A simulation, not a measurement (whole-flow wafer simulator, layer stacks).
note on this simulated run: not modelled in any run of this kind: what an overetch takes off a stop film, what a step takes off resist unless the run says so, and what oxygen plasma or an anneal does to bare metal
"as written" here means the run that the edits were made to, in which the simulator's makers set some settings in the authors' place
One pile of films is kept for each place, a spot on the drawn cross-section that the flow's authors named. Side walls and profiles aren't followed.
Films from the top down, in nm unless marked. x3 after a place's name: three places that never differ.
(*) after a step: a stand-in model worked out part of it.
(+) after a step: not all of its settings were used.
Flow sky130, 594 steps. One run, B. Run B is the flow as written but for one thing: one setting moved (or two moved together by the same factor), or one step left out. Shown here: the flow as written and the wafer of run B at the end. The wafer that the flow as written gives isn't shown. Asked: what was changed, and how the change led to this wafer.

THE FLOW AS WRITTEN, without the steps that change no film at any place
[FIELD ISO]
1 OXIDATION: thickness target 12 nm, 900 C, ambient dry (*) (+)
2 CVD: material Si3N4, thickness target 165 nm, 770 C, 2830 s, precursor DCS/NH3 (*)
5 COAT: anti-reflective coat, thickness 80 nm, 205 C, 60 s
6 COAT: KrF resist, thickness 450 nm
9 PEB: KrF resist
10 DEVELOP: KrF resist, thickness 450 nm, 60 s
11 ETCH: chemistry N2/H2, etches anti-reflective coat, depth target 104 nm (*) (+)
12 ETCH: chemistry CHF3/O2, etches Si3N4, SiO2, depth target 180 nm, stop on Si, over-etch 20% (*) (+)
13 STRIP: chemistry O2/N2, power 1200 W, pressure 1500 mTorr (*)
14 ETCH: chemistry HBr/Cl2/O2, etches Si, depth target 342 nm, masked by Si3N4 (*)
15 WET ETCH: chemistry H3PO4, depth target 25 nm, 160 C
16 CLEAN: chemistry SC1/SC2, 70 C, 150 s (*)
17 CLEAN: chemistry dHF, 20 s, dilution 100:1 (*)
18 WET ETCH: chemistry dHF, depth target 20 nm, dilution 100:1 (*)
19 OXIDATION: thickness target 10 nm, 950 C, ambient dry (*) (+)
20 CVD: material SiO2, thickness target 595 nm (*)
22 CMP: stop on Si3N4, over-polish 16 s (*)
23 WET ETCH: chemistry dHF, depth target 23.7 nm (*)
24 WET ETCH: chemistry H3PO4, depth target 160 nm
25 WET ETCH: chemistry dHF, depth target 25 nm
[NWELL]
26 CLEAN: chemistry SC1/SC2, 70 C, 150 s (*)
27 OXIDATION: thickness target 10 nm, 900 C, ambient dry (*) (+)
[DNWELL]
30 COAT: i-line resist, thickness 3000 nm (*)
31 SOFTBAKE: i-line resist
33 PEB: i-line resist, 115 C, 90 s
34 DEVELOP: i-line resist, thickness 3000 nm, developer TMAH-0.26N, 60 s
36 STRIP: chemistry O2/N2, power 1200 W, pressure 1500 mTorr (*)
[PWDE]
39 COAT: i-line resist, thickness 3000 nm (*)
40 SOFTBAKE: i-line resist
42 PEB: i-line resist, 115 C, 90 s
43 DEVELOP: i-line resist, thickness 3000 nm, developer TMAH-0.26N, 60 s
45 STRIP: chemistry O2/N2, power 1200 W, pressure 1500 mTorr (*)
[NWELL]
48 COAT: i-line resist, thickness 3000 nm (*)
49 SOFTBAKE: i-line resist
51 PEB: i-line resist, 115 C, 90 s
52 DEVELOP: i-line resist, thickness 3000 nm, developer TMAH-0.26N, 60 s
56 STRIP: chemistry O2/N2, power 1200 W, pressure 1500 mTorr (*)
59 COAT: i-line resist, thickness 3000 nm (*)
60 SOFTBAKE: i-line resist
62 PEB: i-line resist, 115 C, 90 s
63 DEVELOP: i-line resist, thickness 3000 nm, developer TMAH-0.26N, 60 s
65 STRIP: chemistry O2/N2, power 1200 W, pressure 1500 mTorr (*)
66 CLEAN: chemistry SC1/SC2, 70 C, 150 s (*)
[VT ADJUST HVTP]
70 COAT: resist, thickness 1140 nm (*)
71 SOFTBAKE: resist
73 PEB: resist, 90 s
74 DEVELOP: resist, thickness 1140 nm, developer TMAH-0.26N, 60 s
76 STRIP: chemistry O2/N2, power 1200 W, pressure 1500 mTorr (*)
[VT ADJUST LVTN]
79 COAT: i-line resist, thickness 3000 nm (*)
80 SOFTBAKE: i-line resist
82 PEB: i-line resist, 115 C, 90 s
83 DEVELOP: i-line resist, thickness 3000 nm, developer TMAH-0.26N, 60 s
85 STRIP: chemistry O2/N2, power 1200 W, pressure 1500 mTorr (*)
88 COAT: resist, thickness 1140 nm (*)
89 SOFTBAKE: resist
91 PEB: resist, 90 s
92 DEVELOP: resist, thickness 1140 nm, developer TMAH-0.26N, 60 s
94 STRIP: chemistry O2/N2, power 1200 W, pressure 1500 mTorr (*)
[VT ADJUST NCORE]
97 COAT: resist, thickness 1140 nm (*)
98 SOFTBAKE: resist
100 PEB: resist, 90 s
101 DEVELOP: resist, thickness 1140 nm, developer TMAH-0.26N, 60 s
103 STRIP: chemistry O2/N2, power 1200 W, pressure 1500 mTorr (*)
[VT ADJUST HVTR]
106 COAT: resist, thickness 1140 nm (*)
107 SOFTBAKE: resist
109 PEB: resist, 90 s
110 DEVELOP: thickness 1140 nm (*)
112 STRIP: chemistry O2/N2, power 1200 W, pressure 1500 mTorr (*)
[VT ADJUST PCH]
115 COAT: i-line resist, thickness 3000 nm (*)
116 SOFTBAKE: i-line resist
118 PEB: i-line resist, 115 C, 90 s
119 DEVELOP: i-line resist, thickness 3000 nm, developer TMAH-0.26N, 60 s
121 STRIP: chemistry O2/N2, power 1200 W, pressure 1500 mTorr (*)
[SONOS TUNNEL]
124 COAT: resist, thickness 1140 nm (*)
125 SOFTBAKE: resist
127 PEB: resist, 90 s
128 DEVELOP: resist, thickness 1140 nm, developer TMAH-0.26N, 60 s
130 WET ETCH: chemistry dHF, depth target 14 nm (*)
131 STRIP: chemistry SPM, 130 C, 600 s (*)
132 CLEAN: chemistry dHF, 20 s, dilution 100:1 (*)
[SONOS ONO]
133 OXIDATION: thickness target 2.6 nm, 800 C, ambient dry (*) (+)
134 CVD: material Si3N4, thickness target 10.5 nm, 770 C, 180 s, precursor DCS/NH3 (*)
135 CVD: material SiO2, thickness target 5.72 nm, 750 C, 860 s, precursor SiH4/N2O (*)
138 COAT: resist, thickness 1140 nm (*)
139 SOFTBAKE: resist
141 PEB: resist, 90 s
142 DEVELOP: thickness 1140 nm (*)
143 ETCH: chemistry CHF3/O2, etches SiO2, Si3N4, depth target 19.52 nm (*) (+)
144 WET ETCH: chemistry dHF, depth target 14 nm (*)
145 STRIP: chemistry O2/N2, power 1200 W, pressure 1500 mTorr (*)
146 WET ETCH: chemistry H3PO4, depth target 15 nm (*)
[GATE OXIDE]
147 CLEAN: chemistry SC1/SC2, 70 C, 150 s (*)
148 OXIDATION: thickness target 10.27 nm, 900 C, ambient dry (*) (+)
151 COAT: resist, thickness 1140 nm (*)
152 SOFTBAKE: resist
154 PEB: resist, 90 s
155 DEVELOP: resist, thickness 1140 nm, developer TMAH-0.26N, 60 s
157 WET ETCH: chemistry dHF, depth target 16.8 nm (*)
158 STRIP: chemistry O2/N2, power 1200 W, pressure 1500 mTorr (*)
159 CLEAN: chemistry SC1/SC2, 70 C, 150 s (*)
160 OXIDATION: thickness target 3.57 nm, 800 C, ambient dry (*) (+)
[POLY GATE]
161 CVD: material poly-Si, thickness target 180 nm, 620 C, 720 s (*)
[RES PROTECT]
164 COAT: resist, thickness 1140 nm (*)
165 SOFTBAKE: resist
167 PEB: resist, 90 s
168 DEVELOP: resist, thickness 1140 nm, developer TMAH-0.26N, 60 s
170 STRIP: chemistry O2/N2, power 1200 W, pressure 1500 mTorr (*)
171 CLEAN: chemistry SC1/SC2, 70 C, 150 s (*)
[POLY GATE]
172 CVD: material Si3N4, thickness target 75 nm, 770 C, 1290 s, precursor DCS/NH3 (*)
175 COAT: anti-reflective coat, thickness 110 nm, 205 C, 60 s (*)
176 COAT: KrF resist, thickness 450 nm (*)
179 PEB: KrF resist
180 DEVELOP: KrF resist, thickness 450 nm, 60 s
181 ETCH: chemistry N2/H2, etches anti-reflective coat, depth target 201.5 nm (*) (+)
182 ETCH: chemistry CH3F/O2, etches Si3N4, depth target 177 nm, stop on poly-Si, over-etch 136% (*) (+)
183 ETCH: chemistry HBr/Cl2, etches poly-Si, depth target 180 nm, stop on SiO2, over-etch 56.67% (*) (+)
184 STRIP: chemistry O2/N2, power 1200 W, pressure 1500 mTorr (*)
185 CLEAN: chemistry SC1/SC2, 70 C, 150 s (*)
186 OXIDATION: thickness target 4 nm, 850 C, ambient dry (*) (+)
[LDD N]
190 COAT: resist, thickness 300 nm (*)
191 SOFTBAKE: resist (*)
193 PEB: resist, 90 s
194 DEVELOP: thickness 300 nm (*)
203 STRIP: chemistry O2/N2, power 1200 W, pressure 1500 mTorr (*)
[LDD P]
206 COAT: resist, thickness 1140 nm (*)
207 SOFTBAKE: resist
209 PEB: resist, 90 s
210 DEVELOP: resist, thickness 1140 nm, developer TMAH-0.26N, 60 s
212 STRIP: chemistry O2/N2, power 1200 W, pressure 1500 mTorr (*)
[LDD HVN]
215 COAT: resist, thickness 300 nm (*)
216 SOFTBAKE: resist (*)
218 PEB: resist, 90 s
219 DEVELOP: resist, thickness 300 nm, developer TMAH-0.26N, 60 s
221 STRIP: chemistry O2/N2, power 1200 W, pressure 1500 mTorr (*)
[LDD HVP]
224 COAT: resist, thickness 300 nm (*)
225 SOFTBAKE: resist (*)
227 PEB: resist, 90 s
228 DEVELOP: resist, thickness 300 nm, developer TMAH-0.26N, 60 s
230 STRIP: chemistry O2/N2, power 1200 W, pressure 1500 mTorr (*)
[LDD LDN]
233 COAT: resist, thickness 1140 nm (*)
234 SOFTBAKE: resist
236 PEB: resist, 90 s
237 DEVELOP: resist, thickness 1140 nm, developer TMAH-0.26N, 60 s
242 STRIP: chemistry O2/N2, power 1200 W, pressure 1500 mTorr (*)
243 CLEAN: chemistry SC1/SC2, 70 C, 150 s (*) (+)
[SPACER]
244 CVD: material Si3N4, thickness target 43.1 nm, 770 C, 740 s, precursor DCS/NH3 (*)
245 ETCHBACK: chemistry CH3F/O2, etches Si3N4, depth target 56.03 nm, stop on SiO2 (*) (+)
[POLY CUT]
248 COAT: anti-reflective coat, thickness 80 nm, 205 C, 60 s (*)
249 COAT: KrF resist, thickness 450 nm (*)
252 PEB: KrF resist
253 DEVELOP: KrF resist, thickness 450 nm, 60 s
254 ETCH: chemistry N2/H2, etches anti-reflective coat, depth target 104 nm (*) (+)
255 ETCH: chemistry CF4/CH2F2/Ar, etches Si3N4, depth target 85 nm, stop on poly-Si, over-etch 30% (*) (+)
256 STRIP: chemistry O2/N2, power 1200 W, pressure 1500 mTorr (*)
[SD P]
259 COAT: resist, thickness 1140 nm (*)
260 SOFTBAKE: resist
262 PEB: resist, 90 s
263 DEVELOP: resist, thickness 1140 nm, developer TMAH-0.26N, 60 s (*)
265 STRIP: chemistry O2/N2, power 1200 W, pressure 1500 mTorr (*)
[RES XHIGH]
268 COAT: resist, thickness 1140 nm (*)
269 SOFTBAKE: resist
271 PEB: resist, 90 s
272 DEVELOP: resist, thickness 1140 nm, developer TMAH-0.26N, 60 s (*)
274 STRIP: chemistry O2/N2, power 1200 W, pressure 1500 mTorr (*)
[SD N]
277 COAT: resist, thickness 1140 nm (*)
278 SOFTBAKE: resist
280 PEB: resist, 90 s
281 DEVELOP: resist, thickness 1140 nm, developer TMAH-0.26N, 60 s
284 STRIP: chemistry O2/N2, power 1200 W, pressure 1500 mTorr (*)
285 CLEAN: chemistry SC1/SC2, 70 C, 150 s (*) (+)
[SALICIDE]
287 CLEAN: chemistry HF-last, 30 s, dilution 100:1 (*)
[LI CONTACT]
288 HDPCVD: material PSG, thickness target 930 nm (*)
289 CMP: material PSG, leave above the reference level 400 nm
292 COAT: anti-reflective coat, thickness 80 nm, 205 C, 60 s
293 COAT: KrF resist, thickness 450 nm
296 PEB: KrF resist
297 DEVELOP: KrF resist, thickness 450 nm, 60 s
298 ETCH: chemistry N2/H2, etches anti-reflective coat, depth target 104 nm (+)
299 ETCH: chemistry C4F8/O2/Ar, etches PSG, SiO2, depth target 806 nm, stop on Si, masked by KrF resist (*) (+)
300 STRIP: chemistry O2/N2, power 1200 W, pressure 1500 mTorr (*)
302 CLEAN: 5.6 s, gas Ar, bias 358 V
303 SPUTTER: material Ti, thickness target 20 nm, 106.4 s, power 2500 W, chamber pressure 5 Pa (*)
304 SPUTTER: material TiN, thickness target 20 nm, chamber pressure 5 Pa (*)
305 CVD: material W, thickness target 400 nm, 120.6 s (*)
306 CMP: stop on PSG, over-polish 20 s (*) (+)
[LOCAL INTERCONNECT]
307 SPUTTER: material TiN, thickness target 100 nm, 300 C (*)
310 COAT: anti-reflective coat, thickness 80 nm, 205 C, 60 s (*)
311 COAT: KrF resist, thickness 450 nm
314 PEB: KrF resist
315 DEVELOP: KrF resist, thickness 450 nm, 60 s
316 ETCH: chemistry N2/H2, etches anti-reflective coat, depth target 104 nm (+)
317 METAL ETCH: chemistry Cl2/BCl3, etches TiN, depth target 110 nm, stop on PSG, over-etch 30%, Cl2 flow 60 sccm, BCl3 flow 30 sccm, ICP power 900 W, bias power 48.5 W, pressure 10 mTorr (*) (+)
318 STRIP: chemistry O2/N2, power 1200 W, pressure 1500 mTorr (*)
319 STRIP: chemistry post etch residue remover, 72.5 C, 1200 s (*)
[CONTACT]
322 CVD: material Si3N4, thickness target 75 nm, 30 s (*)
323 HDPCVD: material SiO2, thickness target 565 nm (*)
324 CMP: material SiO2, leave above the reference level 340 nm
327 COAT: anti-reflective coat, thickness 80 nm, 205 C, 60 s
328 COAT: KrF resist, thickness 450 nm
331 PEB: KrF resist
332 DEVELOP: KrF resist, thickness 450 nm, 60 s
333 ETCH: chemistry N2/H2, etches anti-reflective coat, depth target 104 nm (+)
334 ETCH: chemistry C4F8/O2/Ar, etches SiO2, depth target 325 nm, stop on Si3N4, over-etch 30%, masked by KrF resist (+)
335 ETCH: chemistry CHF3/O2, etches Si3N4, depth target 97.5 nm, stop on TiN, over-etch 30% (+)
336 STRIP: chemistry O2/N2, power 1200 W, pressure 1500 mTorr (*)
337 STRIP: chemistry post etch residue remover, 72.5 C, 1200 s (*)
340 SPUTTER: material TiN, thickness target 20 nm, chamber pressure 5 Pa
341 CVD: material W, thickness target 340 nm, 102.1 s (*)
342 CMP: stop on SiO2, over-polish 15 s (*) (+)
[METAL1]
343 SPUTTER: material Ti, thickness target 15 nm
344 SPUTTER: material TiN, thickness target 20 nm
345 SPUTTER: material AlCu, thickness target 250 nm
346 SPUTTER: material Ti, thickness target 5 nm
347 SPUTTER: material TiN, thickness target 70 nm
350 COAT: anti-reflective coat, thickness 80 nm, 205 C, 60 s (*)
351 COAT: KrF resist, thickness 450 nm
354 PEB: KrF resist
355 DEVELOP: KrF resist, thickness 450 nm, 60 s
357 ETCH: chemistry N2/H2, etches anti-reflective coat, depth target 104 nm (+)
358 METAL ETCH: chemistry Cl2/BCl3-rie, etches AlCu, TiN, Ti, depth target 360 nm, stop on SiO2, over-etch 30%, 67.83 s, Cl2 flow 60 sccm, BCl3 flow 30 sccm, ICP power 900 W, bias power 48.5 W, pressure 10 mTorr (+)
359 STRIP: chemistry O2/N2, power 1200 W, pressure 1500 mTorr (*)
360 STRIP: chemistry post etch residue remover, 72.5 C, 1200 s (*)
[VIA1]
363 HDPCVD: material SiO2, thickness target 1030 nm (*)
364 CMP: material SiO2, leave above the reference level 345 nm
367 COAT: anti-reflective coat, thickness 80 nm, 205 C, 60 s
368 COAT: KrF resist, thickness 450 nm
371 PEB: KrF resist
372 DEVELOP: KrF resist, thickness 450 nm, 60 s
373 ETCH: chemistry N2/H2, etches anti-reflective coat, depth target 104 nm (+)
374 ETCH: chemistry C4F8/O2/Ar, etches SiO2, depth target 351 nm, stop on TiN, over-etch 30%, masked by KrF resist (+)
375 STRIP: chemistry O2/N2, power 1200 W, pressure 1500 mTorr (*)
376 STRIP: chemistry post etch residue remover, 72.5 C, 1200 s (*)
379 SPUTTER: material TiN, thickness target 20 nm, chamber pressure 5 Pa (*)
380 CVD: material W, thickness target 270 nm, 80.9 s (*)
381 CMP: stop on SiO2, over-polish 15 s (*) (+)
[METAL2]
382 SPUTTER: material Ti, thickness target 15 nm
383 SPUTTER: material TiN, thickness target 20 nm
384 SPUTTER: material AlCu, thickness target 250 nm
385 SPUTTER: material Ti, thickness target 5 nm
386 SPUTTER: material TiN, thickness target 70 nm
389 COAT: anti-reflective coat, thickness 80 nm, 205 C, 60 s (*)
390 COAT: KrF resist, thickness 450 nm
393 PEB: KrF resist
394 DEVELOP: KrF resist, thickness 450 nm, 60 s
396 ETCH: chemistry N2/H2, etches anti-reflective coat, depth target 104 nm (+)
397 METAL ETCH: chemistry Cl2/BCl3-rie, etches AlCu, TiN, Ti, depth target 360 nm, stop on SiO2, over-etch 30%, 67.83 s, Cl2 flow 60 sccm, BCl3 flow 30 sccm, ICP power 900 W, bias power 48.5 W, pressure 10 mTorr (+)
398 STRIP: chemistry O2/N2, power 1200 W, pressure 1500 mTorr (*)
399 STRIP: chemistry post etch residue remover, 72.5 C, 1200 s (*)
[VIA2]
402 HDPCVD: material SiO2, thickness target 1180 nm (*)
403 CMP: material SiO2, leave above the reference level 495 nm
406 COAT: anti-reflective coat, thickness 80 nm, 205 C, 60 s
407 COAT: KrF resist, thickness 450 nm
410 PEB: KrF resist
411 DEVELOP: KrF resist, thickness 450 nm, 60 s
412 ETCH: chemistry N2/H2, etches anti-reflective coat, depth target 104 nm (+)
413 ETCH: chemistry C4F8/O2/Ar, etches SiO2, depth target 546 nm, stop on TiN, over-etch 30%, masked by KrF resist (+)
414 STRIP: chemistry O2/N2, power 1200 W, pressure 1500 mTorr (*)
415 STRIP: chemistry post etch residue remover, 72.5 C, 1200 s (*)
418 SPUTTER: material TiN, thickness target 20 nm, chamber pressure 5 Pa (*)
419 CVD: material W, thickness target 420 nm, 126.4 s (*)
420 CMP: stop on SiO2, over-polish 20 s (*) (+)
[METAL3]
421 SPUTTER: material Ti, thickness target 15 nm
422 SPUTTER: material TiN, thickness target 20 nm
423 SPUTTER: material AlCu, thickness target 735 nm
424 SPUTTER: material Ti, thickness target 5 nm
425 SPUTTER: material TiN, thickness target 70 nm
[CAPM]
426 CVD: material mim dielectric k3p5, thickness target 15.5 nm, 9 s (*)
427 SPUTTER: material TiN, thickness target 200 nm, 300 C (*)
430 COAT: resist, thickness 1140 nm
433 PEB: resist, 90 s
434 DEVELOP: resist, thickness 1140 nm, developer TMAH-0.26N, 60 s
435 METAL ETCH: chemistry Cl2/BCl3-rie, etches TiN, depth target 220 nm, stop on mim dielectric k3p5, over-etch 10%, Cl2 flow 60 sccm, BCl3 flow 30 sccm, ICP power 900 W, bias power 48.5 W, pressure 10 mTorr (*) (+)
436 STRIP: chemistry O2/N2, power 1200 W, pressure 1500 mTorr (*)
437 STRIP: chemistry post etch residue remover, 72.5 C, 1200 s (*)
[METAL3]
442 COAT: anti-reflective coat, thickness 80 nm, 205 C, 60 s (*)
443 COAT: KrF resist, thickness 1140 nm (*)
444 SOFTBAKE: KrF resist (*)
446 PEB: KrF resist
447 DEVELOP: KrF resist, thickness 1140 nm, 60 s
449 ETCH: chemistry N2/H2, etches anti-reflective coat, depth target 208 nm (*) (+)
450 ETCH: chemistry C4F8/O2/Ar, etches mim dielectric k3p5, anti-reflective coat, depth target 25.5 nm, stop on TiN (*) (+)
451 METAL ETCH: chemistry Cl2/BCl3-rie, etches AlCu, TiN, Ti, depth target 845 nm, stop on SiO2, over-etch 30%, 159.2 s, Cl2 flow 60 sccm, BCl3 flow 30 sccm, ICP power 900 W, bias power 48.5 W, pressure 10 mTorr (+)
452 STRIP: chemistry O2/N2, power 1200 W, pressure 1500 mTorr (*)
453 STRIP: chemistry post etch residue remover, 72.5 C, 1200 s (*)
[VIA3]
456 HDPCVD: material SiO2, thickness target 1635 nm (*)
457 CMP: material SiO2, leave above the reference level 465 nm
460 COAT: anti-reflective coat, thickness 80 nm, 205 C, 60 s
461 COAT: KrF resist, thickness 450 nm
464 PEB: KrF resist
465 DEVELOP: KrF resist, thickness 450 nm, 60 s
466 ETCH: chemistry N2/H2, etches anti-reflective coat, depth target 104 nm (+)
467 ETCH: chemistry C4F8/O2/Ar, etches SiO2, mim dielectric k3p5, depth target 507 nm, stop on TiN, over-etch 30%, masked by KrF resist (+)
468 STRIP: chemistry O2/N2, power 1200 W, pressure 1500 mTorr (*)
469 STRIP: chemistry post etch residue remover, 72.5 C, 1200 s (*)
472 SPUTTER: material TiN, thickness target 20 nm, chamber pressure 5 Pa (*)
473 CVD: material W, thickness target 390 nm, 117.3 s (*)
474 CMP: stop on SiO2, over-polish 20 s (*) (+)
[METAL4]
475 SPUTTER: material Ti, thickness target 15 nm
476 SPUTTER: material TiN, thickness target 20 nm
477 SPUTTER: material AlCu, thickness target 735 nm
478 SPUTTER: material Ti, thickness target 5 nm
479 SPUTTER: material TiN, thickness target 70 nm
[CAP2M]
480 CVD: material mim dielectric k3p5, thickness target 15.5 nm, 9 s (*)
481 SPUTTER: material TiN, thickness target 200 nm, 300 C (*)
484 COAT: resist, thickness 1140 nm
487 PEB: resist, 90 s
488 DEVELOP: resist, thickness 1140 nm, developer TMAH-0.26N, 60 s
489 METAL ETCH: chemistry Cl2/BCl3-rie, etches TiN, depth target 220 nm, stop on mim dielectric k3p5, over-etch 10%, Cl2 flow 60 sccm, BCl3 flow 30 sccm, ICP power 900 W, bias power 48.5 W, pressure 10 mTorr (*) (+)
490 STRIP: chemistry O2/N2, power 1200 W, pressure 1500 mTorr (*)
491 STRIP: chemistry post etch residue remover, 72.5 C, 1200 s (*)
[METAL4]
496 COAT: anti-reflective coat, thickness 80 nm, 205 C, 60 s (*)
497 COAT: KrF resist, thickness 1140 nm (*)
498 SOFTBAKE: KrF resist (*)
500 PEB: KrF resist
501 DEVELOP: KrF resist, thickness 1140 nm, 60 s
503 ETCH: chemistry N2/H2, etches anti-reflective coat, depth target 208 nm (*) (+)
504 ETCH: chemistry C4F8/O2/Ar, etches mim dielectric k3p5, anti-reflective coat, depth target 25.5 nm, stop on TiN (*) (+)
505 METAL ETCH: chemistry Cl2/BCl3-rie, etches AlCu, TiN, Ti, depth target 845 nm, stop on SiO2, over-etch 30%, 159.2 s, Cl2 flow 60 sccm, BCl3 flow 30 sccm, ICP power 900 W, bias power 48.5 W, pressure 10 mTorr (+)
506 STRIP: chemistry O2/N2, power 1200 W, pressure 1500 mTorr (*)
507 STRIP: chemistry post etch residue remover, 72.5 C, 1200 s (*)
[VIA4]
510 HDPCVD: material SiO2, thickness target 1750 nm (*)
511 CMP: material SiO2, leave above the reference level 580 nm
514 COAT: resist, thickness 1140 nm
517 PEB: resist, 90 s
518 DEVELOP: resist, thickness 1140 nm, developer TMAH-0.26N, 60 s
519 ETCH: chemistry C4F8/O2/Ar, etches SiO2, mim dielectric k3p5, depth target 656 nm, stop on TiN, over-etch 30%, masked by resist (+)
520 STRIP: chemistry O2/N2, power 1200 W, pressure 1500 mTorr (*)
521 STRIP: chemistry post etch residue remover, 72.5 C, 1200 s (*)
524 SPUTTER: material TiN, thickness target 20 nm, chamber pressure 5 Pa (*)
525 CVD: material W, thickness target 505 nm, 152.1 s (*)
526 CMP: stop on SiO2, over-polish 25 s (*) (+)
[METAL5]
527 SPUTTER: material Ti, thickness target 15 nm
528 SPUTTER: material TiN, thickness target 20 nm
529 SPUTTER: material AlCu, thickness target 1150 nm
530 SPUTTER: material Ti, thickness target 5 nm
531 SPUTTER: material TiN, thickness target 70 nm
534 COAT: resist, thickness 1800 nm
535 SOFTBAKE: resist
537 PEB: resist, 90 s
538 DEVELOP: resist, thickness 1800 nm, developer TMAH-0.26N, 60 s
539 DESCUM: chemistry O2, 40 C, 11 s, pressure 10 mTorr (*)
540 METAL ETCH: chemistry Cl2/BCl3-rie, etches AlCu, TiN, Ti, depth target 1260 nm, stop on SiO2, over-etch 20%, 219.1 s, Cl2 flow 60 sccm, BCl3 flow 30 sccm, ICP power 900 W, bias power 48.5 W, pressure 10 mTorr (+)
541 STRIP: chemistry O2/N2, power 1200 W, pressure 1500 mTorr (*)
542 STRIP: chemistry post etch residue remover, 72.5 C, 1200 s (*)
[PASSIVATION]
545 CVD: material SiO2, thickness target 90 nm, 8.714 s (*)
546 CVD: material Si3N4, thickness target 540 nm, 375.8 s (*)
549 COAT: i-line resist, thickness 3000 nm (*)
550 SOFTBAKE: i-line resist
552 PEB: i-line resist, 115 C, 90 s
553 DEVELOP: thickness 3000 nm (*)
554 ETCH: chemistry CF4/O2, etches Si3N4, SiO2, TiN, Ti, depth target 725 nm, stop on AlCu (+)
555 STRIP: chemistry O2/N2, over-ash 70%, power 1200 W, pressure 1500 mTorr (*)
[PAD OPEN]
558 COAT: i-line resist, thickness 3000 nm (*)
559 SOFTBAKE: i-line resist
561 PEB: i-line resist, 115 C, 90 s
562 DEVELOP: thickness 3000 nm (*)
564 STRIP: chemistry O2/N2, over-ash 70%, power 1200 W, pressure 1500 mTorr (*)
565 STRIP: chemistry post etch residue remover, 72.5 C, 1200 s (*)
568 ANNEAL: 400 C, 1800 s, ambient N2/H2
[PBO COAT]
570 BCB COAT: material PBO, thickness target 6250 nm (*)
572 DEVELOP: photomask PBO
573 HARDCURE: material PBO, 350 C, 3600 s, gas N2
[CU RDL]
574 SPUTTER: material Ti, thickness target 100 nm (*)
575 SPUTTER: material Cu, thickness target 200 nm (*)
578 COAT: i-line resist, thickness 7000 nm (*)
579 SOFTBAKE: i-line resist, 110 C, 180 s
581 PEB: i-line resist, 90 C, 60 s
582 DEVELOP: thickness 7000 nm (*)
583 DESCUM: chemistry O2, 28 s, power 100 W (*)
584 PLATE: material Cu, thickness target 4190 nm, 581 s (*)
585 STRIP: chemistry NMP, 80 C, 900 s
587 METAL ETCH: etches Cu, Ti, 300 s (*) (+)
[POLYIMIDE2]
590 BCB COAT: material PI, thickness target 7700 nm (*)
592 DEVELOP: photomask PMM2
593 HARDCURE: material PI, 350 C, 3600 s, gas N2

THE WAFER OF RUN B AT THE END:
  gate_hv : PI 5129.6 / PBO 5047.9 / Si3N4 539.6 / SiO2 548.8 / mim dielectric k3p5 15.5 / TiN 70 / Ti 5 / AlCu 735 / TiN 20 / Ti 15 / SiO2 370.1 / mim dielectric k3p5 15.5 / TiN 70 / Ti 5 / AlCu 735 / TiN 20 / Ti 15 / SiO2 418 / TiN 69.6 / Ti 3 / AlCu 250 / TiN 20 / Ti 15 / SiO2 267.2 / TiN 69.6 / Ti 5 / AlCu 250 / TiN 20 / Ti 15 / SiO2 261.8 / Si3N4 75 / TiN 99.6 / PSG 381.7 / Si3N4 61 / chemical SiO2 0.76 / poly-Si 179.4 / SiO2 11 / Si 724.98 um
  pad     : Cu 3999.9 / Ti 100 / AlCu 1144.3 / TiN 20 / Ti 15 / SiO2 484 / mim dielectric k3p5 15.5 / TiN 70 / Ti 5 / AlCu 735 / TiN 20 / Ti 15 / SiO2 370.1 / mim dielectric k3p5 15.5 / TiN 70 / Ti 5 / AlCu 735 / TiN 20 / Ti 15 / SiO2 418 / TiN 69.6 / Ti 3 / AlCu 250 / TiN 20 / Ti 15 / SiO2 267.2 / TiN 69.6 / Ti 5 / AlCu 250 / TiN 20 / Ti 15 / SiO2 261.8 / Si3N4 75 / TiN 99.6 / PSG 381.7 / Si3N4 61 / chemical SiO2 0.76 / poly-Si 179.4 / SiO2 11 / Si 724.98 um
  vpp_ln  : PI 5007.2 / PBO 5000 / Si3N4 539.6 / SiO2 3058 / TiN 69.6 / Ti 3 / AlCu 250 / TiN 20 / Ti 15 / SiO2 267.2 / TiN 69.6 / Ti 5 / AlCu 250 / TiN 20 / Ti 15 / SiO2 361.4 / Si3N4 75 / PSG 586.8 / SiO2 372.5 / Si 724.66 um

The cause: step 385, SPUTTER: thickness target 3 nm was run, where the flow has thickness target 5 nm.
It can be read off the wafer: gate_hv has Ti 3, and step 385 as written asks for 5 nm.

How the change led to this, step by step:
  385 SPUTTER: material Ti, thickness target 5 nm
      field, active, n_well and 188 more: Ti +3 (new film) (as written it would be: Ti +5 (new film))
  397 METAL ETCH: chemistry Cl2/BCl3-rie, etches AlCu, TiN, Ti, depth target 360 nm, stop on SiO2, over-etch 30%, 67.83 s, Cl2 flow 60 sccm, BCl3 flow 30 sccm, ICP power 900 W, bias power 48.5 W, pressure 10 mTorr (+)
      field, active, gate and 82 more: TiN -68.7 (all of it), Ti -3 (all of it), AlCu -250 (all of it), TiN -20 (all of it), Ti -15 (all of it), SiO2 -11.1 (as written it would be: TiN -68.7 (all of it), Ti -5 (all of it), AlCu -250 (all of it), TiN -20 (all of it), Ti -15 (all of it), SiO2 -10.9)
